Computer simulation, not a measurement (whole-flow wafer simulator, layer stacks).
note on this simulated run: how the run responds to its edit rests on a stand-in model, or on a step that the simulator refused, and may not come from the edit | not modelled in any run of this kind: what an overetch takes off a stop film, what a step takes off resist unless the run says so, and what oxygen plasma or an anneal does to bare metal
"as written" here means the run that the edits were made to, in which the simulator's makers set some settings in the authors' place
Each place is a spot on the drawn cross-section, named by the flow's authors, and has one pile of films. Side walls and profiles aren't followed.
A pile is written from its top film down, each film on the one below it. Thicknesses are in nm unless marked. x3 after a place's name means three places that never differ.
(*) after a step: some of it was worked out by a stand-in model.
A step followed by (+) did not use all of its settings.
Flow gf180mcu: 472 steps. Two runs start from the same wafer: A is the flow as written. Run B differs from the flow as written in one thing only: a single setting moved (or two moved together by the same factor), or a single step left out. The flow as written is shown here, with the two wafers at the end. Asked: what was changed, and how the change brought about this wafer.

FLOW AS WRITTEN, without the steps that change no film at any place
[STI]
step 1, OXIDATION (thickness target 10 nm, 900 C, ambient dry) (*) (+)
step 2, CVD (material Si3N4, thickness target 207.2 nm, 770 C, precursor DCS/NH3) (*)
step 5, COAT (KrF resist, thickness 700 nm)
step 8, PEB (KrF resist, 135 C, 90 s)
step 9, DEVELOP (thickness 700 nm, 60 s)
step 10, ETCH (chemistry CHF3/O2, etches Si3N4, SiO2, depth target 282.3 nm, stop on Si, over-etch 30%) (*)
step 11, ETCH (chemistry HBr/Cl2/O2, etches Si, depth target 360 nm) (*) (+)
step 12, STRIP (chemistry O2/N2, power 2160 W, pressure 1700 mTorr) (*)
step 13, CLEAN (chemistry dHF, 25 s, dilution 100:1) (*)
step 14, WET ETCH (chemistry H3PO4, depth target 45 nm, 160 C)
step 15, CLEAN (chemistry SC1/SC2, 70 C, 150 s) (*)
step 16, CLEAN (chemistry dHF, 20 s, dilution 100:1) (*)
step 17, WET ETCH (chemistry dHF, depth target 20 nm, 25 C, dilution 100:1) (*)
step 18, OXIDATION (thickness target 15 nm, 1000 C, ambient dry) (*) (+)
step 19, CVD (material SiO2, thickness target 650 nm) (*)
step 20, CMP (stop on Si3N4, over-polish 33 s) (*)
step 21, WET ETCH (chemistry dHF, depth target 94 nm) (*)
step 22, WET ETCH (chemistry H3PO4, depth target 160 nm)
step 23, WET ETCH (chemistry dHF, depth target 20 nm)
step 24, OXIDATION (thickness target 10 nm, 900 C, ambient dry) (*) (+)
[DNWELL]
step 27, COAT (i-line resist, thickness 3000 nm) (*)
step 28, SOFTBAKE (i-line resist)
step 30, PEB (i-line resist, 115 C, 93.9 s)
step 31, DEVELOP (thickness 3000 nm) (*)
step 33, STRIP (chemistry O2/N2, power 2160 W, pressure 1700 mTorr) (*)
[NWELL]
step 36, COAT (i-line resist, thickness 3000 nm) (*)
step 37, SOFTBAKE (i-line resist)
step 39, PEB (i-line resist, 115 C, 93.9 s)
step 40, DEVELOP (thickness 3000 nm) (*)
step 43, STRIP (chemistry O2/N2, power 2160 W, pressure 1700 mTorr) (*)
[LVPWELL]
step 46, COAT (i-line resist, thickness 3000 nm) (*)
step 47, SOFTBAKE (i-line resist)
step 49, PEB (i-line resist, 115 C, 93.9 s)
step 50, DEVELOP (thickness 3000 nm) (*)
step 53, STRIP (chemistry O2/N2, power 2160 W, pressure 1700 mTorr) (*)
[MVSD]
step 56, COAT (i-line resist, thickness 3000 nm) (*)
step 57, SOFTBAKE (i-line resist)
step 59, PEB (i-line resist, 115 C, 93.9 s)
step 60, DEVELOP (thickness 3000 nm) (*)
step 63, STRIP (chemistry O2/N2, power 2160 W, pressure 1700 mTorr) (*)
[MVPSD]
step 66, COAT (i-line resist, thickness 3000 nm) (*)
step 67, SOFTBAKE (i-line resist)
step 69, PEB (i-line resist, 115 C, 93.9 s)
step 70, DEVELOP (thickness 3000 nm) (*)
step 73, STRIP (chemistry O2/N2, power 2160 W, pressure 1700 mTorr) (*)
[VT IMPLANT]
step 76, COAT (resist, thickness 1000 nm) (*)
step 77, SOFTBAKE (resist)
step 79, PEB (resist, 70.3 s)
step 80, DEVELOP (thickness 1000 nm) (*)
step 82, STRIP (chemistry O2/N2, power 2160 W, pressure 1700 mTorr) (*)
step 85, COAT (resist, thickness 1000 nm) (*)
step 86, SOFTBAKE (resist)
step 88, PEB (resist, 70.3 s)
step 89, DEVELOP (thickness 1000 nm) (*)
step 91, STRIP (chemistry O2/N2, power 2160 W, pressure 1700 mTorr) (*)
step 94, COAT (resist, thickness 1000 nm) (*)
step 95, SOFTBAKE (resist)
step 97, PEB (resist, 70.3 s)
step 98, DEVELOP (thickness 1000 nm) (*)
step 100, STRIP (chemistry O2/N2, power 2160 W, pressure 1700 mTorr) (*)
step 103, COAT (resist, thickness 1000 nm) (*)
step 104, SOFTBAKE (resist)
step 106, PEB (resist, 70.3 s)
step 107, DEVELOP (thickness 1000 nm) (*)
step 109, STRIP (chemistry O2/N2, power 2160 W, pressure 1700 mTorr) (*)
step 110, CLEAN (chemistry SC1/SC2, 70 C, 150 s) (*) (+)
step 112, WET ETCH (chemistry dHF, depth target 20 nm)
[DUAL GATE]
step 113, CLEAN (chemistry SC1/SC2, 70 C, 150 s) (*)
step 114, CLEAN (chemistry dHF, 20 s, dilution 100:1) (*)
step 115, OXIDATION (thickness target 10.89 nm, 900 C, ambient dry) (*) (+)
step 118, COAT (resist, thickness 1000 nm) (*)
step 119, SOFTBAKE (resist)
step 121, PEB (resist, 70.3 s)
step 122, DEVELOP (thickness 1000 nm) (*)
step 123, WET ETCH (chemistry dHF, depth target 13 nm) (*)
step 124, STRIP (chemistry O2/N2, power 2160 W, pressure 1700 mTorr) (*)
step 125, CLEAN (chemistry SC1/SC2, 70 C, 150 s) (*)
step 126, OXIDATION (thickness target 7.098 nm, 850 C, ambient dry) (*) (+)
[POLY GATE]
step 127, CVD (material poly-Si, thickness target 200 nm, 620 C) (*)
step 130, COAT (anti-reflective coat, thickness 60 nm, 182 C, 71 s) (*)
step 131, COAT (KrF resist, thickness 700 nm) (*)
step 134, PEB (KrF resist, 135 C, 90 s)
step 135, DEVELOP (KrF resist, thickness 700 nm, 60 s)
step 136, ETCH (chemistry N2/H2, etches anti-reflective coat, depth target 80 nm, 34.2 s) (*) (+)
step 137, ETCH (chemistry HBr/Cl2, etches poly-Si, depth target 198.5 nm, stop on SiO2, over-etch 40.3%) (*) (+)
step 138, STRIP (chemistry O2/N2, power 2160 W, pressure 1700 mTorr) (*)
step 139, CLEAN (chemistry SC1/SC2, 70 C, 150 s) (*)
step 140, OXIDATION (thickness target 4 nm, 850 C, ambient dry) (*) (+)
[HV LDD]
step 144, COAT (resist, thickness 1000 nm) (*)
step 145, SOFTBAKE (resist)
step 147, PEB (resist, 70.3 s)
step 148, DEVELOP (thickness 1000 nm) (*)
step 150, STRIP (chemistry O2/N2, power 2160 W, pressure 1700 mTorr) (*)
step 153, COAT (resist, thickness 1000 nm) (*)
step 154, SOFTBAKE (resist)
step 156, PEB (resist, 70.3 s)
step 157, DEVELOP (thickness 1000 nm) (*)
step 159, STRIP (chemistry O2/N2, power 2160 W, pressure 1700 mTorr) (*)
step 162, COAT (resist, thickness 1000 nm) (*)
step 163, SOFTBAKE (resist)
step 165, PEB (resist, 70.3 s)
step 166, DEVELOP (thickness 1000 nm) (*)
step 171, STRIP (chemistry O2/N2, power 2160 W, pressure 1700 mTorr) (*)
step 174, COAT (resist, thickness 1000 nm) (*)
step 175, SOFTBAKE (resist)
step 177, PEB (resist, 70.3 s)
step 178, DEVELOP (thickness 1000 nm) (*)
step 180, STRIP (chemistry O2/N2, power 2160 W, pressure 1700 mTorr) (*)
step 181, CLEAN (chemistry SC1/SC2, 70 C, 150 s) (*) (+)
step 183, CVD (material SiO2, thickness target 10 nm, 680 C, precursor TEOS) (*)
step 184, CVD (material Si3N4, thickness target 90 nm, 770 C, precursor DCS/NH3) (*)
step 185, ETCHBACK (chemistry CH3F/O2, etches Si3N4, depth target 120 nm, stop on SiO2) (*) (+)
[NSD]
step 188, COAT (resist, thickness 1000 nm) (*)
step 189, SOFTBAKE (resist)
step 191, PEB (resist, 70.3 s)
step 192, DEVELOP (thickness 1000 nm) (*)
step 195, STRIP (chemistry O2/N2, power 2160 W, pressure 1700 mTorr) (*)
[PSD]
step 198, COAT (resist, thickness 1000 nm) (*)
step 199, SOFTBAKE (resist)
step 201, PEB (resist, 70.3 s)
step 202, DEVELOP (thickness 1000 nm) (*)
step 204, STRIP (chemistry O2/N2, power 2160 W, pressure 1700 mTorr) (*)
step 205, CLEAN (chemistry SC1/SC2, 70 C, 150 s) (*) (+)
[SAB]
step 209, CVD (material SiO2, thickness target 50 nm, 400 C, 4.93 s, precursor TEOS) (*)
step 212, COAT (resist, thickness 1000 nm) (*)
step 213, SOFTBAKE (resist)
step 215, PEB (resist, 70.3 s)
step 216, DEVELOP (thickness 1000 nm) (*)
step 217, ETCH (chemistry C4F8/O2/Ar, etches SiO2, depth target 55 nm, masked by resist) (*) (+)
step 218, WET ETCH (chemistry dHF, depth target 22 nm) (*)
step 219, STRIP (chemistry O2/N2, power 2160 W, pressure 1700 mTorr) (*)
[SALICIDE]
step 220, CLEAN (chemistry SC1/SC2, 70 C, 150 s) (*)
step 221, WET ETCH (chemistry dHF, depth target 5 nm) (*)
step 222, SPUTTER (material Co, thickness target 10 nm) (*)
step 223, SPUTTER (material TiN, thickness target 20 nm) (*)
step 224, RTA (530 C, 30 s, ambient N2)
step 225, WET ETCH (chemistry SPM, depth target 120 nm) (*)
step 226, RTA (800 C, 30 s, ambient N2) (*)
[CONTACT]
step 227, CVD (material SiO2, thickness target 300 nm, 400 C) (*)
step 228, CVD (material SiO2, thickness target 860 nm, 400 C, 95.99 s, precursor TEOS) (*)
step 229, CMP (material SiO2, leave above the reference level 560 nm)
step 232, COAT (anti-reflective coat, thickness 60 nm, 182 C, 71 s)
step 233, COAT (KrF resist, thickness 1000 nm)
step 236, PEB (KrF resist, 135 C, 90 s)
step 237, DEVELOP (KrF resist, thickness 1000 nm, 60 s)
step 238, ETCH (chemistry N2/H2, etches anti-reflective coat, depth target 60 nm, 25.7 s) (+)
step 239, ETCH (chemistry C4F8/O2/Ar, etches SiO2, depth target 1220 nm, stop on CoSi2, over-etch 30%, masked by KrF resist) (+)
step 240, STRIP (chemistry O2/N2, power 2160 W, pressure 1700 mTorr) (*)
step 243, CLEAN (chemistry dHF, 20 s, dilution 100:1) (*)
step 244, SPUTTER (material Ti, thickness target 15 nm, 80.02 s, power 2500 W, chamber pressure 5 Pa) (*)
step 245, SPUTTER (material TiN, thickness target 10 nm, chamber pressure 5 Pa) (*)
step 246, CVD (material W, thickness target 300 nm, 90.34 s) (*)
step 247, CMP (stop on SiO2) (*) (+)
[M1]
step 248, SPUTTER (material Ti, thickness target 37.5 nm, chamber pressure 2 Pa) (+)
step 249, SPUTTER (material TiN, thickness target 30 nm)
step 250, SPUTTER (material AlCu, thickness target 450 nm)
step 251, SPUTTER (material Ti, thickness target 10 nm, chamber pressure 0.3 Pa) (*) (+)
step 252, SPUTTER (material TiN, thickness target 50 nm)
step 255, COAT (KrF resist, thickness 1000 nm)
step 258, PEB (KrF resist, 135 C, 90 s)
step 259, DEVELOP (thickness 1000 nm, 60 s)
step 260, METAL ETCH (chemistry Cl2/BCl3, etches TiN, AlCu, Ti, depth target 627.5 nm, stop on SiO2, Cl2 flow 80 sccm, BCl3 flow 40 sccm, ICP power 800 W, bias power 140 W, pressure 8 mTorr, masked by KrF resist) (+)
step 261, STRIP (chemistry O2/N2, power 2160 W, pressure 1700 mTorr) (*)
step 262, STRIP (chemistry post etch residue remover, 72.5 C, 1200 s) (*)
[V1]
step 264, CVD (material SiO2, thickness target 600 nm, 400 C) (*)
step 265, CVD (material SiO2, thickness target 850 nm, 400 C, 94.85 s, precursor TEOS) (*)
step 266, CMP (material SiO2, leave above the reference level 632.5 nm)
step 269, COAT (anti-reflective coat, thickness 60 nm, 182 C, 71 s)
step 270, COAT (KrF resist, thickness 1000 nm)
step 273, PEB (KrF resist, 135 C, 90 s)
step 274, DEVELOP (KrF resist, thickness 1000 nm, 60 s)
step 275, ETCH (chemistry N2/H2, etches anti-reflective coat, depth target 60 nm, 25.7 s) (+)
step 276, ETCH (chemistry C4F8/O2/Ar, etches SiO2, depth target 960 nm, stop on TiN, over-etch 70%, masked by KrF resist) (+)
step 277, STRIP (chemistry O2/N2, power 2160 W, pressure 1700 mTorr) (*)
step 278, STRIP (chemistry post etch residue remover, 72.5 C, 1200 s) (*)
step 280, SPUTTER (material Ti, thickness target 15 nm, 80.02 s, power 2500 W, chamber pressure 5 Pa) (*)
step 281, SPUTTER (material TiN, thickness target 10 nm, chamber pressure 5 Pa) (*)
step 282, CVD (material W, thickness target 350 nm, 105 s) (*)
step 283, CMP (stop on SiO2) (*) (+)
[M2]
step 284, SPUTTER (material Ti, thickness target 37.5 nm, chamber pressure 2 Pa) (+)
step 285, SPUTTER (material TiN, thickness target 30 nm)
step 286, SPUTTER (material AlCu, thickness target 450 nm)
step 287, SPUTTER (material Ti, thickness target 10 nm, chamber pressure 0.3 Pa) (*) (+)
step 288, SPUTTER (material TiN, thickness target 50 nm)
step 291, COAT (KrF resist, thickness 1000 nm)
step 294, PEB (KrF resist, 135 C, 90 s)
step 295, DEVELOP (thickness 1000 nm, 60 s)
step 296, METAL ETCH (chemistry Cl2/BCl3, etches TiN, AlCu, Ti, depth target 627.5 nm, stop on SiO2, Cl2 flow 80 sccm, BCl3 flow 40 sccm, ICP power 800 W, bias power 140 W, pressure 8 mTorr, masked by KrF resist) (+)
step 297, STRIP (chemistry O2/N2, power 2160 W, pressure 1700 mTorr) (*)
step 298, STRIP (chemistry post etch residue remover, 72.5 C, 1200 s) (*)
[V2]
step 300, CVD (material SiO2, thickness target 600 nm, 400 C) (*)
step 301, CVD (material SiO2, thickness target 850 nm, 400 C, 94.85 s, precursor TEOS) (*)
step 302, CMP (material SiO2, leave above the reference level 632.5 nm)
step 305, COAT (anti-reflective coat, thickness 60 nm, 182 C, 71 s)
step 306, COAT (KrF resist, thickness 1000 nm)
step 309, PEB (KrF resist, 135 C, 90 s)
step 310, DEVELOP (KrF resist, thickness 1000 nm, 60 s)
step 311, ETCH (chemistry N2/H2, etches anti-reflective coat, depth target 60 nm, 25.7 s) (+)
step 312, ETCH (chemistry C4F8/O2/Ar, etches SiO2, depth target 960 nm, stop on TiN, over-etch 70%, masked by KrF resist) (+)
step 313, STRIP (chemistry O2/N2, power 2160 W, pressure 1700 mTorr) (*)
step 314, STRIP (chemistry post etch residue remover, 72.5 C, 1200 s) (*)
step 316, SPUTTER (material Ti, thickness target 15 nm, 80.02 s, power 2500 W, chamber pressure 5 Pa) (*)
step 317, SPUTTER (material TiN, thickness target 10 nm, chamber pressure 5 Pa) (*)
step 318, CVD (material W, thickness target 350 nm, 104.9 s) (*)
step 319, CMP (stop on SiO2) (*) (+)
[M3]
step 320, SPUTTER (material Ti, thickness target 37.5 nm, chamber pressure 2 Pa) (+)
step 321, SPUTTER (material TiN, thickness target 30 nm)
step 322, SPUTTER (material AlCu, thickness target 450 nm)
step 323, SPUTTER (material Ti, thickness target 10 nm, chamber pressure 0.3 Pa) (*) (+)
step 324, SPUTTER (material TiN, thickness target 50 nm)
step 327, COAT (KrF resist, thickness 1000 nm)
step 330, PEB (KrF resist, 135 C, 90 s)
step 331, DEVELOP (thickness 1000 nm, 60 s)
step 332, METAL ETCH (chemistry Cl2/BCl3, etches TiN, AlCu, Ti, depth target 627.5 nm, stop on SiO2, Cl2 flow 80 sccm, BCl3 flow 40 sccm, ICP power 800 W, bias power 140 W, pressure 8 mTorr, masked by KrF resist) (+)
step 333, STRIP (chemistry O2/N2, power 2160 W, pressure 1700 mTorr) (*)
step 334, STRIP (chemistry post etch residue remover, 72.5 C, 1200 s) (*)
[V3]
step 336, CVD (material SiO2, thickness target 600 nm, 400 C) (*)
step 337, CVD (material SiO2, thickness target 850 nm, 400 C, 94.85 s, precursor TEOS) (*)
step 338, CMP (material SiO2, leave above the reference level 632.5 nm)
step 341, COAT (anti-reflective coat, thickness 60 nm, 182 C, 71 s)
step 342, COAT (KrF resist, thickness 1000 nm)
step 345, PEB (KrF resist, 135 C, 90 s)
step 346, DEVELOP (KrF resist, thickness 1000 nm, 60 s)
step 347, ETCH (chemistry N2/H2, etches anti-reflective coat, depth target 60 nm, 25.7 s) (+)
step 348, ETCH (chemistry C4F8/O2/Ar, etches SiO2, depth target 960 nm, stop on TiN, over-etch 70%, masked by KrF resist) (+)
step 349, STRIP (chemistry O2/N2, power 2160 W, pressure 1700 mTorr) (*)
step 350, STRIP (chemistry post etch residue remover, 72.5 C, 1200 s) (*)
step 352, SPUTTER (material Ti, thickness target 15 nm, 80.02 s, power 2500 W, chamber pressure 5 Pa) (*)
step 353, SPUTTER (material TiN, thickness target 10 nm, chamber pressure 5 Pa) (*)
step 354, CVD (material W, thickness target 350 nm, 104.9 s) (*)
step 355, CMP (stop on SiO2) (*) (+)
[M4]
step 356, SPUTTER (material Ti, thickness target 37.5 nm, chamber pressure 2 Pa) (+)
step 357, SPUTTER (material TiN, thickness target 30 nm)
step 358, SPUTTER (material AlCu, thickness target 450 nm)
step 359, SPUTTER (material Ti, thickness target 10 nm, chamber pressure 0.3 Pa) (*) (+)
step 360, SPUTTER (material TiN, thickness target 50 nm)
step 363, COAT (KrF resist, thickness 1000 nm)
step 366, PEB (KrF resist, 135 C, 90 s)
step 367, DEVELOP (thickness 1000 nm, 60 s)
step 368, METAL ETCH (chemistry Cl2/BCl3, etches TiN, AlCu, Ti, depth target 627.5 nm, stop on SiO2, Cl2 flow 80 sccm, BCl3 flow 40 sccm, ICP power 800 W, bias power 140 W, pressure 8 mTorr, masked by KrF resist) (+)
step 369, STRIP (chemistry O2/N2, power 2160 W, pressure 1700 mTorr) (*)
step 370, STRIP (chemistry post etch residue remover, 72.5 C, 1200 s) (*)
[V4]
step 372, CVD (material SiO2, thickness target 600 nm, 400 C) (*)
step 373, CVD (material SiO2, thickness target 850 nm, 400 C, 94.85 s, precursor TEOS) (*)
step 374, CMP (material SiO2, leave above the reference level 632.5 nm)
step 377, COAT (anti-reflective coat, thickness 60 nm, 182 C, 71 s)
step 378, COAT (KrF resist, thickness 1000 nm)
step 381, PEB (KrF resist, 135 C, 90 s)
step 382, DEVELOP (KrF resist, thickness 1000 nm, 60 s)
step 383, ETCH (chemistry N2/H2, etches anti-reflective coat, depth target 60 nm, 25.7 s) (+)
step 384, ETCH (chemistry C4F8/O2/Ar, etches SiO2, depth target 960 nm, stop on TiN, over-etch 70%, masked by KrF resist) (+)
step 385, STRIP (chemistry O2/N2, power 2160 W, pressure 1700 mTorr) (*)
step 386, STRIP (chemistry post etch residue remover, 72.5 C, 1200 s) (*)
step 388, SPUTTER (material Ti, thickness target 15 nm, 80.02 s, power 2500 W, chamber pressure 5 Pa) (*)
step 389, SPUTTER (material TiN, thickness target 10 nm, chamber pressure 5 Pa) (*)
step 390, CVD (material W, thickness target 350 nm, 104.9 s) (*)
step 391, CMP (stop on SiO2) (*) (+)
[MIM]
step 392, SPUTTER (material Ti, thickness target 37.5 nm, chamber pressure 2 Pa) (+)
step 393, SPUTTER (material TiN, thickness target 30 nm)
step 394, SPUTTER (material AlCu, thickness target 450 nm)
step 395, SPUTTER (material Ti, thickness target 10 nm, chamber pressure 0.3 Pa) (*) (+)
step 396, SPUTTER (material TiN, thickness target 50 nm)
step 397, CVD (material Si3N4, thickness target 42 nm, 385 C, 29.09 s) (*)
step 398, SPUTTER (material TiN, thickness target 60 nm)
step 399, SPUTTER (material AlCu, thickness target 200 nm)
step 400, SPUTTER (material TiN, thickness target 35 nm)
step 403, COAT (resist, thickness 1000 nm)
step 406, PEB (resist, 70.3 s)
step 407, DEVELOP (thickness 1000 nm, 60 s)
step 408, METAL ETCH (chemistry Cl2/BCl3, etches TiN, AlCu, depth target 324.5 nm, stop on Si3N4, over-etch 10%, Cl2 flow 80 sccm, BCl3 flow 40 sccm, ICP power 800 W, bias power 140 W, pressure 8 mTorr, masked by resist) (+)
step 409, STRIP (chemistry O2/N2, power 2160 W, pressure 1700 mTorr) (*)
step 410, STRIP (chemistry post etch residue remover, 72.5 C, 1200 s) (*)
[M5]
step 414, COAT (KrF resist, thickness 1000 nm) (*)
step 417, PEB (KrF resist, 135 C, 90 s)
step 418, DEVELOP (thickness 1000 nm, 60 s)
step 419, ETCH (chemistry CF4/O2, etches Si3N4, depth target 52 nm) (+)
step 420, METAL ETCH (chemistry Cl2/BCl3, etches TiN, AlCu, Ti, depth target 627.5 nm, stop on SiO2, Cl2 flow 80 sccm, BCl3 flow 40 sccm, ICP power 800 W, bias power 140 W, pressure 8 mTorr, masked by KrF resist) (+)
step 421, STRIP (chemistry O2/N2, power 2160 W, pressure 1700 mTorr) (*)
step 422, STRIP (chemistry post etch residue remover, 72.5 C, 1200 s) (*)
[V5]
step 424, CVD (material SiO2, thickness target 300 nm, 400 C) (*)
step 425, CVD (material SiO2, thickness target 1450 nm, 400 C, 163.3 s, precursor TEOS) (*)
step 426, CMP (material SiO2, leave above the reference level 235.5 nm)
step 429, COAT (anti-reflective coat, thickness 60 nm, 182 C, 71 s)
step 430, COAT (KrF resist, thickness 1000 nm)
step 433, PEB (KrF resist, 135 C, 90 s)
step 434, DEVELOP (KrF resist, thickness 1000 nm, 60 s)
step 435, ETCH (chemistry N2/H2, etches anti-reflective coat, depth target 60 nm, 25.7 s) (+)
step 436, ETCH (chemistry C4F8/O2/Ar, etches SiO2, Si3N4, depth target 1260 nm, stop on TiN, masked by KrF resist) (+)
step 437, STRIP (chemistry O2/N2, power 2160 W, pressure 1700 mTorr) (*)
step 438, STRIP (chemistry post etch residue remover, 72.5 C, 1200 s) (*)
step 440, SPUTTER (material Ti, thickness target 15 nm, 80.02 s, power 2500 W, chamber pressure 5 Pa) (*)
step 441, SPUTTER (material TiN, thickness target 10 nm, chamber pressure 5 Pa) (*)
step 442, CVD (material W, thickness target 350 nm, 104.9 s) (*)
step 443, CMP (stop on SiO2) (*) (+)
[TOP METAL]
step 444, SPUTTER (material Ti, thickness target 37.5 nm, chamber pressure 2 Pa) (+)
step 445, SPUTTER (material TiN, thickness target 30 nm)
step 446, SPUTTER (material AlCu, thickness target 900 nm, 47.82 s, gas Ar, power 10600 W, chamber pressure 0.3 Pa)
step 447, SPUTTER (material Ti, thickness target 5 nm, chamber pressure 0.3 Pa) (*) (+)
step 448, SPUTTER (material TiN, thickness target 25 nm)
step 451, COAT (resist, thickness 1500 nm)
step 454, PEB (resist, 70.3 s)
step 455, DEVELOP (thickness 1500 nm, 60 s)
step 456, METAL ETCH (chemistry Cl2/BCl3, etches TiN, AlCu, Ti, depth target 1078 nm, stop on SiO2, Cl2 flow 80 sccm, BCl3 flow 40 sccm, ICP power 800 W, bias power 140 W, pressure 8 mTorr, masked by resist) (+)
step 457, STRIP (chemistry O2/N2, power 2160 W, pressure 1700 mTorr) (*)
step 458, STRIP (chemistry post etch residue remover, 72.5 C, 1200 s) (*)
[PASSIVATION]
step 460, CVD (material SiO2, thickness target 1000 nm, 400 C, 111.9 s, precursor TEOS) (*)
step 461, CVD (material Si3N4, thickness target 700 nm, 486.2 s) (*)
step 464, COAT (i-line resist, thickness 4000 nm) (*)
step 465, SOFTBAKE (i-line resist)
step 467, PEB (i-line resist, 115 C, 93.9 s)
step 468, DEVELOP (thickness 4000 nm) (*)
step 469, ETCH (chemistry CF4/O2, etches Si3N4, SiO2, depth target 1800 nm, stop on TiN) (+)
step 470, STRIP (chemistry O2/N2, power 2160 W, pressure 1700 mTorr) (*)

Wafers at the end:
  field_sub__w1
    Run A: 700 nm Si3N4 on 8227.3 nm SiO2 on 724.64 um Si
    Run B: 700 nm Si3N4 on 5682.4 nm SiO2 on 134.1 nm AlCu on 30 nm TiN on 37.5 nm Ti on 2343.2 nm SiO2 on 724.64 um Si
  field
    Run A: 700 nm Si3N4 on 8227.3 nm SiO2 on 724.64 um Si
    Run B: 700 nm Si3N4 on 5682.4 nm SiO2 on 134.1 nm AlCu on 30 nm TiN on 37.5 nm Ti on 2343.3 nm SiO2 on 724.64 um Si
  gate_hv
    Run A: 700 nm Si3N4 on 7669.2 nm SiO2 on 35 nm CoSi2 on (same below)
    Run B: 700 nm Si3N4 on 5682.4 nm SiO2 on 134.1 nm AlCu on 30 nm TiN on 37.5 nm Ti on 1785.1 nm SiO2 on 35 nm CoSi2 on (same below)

What caused this: step 296, METAL ETCH: depth target 370.2 nm was run, whereas the flow has depth target 627.5 nm.

How this came from the change, step by step:
  step 296, METAL ETCH (chemistry Cl2/BCl3, etches TiN, AlCu, Ti, depth target 627.5 nm, stop on SiO2, Cl2 flow 80 sccm, BCl3 flow 40 sccm, ICP power 800 W, bias power 140 W, pressure 8 mTorr, masked by KrF resist) (+)
      field, field__w1, field__w2 and 103 more: A TiN loses 50 (all of it), Ti loses 10 (all of it), AlCu loses 450 (all of it), TiN loses 30 (all of it), Ti loses 37.5 (all of it) | B TiN loses 50 (all of it), Ti loses 10 (all of it), AlCu loses 310.2
      field__w8, contact, m1, m1__w1, m1_nw: A KrF resist loses 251 | B KrF resist loses 148.1
  step 297, STRIP (chemistry O2/N2, power 2160 W, pressure 1700 mTorr) (*)
      field__w8, contact, m1, m1__w1, m1_nw: A KrF resist loses 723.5 (all of it) | B KrF resist loses 826.4 (all of it)
  step 298, STRIP (chemistry post etch residue remover, 72.5 C, 1200 s) (*)
      field, field__w1, field__w2 and 103 more: A nothing | B AlCu loses 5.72
  step 300, CVD (material SiO2, thickness target 600 nm, 400 C) (*)
      field, field__w1, field__w2 and 103 more: A SiO2 gains 600 | B SiO2 gains 600 (new film)
  step 302, CMP (material SiO2, leave above the reference level 632.5 nm)
      field, field__w1, field__w2 and 103 more: A SiO2 loses 300 | B SiO2 loses 501.6
With metal films that touch counted as one body, field_sub__w1 has 1 body; the flow as written gives 0 bodies.
With metal films that touch counted as one body, field has 1 body; the flow as written gives 0 bodies.
With metal films that touch counted as one body, gate_hv has 2 bodies (between them, from the top down: SiO2 1785.1); the flow as written gives 1 body.
